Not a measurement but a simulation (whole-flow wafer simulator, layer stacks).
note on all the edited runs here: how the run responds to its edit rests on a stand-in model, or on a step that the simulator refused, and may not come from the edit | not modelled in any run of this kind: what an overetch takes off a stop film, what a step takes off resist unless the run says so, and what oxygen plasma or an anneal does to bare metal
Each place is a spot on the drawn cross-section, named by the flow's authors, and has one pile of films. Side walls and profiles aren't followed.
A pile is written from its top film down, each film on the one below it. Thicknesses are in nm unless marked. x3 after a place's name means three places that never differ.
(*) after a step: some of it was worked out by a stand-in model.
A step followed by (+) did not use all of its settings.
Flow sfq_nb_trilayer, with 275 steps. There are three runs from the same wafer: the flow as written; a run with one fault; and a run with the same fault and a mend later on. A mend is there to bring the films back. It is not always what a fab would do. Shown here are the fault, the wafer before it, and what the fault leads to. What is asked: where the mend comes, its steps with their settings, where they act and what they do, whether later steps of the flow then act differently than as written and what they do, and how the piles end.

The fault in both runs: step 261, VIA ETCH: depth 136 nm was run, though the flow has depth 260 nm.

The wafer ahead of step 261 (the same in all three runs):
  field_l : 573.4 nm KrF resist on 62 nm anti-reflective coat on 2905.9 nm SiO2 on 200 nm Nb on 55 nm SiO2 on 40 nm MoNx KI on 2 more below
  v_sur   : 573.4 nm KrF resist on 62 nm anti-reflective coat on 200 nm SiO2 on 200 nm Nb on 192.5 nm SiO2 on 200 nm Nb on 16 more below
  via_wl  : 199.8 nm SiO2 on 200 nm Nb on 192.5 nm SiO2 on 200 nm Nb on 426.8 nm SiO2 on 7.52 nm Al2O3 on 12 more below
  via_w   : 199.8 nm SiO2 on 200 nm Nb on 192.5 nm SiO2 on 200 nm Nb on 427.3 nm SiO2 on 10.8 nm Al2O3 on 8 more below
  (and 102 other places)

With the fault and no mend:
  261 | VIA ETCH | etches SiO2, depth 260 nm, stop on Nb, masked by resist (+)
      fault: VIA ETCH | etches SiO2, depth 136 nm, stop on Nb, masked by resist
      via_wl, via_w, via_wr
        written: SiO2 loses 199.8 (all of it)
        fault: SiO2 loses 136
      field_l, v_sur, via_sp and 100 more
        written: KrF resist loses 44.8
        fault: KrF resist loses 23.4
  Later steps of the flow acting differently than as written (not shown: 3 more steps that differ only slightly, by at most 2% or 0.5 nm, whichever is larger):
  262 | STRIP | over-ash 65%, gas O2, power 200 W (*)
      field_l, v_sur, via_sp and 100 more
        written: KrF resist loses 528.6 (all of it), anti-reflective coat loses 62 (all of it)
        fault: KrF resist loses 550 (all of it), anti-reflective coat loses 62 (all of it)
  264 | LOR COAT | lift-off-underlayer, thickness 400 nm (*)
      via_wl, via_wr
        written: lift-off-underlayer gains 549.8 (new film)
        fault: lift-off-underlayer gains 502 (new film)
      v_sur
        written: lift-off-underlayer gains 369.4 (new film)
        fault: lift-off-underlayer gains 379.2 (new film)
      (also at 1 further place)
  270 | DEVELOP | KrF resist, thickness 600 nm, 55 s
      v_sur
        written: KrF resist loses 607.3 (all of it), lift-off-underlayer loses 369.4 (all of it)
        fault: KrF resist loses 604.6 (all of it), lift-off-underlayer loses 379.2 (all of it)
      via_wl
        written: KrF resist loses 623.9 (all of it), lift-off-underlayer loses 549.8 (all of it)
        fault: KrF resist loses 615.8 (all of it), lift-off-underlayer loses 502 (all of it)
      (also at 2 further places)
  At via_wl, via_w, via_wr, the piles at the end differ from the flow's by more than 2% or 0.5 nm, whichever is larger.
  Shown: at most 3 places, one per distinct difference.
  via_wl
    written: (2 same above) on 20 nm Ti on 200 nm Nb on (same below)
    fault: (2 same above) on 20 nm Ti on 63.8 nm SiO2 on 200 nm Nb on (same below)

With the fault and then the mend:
  After step 262 comes the mend.
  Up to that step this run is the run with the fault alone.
  262a | COAT | anti-reflective coat, thickness 62 nm (*) (the flow's step 254, run once more)
      p4_fl x3, p4_w1 x9, p4_g1 x2 and 63 more
        anti-reflective coat gains 62 (new film)
      field_r, lsp_l, ln_m5, lsp_m, ln_m6, lsp_r, l0_sur, l0v
        anti-reflective coat gains 61.8 (new film)
      ce_r, sp_r, be_r, r_sur, res, r_end, moat
        anti-reflective coat gains 61.7 (new film)
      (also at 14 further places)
  262b | COAT | KrF resist, thickness 650 nm (*) (the flow's step 255, run once more)
      p4_fl x3, p4_w1 x9, p4_g1 x2 and 63 more
        KrF resist gains 650 (new film)
      moat, field_r, lsp_l, ln_m5, lsp_m, ln_m6, lsp_r, l0_sur
        KrF resist gains 649.5 (new film)
      r_sur, res, r_end, l0v
        KrF resist gains 649.4 (new film)
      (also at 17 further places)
  262c | SOFTBAKE | KrF resist (the flow's step 256, run once more)
      alters no film at any place that is followed
  262d | EXPOSE | photomask I7, dose 11.93 mJ/cm2, NA 0.6, wavelength 248 nm (*) (the flow's step 257, run once more)
      alters no film at any place that is followed
  262e | PEB | KrF resist, 90 s (the flow's step 258, run once more)
      jj_sur, ce_l, c5j and 92 more
        KrF resist loses 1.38
      v_sur, via_v, wire, be, be_sur, gap
        KrF resist loses 1.37
      field_l, via_sp
        KrF resist loses 1.36
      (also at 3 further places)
  262f | DEVELOP | KrF resist, thickness 650 nm, 60 s (the flow's step 259, run once more)
      field_l, v_sur, via_sp and 100 more
        KrF resist loses 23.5
      via_wl
        KrF resist loses 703 (all of it)
      via_w
        KrF resist loses 738.7 (all of it)
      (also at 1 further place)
  262g | VIA ETCH | etches anti-reflective coat, depth 125 nm, masked by resist (+) (the flow's step 260, run once more)
      field_l, v_sur, via_sp and 100 more
        KrF resist loses 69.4
      via_wl, via_wr
        anti-reflective coat loses 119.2 (all of it)
      via_w
        anti-reflective coat loses 79.1 (all of it), SiO2 loses 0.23
  262h | VIA ETCH | etches SiO2, depth 124 nm, stop on Nb, masked by resist (+) (the flow's step 261, run once more with other settings)
      field_l, v_sur, via_sp and 100 more
        KrF resist loses 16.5
      via_wl, via_wr
        SiO2 loses 63.8 (all of it)
      via_w
        SiO2 loses 63.6 (all of it)
  262i | STRIP | over-ash 65%, gas O2, power 200 W (*) (the flow's step 262, run once more)
      p4_fl x3, p4_w1 x9, p4_g1 x2 and 63 more
        KrF resist loses 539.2 (all of it), anti-reflective coat loses 62 (all of it)
      lsp_l, ln_m5, lsp_m, ln_m6, lsp_r
        KrF resist loses 538.7 (all of it), anti-reflective coat loses 61.8 (all of it)
      res, r_end, moat
        KrF resist loses 538.6 (all of it), anti-reflective coat loses 61.7 (all of it)
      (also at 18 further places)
  Later steps of the flow that are run all act as written at every place that is followed.
  By the end, the piles equal the flow's at every place that both follow.
